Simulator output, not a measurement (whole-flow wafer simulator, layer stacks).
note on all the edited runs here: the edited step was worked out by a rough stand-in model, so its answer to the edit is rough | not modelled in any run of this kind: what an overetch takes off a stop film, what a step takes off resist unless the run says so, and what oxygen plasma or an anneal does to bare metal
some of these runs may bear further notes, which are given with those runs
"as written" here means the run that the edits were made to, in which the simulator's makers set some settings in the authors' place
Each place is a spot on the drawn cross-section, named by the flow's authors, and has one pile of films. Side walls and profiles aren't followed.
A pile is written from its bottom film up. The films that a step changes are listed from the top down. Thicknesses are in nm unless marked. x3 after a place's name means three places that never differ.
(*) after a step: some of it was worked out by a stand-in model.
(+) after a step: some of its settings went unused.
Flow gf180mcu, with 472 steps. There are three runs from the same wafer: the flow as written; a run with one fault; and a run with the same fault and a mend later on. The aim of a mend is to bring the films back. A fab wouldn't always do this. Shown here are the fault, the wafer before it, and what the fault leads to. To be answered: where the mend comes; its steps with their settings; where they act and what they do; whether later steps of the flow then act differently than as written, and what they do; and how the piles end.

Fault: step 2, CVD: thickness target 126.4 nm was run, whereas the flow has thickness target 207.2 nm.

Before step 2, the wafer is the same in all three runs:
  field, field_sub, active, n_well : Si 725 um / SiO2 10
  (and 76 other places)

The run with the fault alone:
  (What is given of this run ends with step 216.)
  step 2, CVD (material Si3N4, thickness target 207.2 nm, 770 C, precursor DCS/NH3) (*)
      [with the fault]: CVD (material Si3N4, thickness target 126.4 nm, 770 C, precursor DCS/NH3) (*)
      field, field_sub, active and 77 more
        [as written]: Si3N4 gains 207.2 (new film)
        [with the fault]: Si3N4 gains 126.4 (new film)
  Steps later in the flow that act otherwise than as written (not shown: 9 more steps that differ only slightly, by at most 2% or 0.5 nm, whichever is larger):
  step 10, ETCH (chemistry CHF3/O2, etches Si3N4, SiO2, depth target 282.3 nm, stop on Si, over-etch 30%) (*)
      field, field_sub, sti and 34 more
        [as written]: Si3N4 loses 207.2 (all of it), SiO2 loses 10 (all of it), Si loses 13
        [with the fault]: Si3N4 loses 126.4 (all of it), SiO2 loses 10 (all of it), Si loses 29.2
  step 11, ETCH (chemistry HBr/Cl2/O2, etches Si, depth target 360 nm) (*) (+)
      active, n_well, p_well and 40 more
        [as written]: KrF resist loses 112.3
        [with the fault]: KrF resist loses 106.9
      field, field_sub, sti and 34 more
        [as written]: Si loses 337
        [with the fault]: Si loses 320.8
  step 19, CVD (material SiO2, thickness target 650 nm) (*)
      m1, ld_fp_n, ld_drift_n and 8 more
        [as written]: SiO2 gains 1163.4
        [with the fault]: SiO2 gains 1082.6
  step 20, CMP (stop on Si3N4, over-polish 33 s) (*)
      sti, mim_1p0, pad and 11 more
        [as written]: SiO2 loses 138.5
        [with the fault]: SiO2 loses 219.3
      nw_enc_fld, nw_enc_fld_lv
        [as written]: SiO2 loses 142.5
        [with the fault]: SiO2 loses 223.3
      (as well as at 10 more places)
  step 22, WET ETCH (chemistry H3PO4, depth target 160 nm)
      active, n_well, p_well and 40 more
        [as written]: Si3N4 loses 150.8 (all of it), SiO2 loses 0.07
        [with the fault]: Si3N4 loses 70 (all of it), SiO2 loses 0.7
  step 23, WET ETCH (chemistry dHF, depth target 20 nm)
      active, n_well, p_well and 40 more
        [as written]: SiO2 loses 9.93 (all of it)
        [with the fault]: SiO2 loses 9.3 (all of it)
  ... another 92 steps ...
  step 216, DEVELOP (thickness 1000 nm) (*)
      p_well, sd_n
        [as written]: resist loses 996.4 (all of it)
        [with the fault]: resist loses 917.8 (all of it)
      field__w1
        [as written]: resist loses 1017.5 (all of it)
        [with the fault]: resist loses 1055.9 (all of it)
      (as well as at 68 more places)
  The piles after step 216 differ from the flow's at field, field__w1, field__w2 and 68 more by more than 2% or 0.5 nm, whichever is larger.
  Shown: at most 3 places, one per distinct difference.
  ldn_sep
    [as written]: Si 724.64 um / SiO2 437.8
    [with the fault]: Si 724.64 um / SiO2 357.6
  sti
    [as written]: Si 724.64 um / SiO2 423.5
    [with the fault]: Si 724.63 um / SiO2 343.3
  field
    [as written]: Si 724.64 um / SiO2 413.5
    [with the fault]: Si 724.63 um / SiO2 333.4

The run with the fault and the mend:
  After step 2 comes the mend.
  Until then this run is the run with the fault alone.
  step 2a, CVD (material Si3N4, thickness target 80.79 nm, 770 C, precursor DCS/NH3) (*) (the flow's step 2 again, with other settings)
      field, field_sub, active and 77 more
        Si3N4 gains 80.8
  Later steps of the flow that are run all act as written at every place that is followed.
  At every place that both follow, the piles at the end match the flow's.
